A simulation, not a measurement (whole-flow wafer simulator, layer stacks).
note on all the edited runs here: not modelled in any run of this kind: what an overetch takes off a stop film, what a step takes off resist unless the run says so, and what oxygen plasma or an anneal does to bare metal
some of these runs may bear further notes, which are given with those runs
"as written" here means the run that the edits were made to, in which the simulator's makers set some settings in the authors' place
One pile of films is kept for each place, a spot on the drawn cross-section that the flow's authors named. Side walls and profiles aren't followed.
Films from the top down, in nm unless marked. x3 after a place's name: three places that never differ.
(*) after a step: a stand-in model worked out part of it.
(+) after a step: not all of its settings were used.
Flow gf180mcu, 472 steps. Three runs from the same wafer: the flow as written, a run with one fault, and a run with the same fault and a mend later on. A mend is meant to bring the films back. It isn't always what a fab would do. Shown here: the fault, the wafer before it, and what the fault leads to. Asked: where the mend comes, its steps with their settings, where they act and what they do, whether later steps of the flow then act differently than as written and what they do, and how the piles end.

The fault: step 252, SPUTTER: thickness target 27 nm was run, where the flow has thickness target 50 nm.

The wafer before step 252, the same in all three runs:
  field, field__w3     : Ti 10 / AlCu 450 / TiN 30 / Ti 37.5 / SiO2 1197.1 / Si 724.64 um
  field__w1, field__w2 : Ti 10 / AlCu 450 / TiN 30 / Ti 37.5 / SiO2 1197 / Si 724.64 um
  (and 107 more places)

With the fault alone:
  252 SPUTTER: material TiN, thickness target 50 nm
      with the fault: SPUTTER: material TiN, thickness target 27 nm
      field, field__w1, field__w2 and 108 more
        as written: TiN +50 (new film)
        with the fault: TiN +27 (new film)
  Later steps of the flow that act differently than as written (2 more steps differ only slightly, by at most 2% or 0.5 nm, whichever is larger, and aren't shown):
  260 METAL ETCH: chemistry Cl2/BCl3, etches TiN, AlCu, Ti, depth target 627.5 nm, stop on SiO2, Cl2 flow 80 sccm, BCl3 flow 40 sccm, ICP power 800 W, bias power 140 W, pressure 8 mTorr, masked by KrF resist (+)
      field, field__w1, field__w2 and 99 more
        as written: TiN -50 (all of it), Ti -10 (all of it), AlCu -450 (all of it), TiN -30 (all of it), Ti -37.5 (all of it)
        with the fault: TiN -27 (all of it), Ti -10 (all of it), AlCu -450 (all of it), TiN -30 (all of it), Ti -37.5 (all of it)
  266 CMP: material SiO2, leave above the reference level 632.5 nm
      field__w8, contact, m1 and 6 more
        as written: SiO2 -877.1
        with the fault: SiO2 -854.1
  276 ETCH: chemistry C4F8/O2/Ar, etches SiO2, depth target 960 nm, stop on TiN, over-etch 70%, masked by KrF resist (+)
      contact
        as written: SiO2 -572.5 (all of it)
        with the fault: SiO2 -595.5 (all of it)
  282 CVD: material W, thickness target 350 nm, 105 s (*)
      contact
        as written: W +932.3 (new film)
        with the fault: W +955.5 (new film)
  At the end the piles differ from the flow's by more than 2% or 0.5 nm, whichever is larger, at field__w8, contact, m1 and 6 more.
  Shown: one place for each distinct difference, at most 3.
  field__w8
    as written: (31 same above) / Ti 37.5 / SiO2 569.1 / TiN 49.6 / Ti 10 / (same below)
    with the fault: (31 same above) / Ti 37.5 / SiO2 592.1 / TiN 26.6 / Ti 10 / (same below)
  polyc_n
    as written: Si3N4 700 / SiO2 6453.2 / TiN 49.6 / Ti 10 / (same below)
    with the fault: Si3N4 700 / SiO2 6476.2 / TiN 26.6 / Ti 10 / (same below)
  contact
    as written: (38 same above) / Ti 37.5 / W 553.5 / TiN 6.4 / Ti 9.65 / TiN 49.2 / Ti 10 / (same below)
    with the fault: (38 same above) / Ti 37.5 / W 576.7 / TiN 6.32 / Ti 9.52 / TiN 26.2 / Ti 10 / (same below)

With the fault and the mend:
  The mend comes after step 259.
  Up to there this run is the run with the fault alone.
  259a STRIP: chemistry O2/N2, power 2160 W, pressure 1700 mTorr (*)
      field__w8, contact, m1 and 6 more
        KrF resist -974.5 (all of it)
  259b SPUTTER: material TiN, thickness target 23 nm (the flow's step 252 once more, with other settings)
      field, field__w1, field__w2 and 108 more
        TiN +23
  259c HMDS: 120 C, 60 s (the flow's step 254 once more)
      changes no film at any place that is followed
  259d COAT: KrF resist, thickness 1000 nm (the flow's step 255 once more)
      field, field__w1, field__w2 and 108 more
        KrF resist +1000 (new film)
  259e SOFTBAKE: KrF resist (the flow's step 256 once more)
      changes no film at any place that is followed
  259f EXPOSE: photomask Metal1 (the flow's step 257 once more)
      changes no film at any place that is followed
  259g PEB: KrF resist, 135 C, 90 s (the flow's step 258 once more)
      field, field__w1, field__w2 and 108 more
        KrF resist -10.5
  259h DEVELOP: thickness 1000 nm, 60 s (the flow's step 259 once more)
      field, field__w1, field__w2 and 99 more
        KrF resist -989.5 (all of it)
      field__w8, contact, m1 and 6 more
        KrF resist -14.9
  No later step of the flow acts differently than as written at any place that is followed.
  At the end the piles are the same as the flow's at every place that both follow.
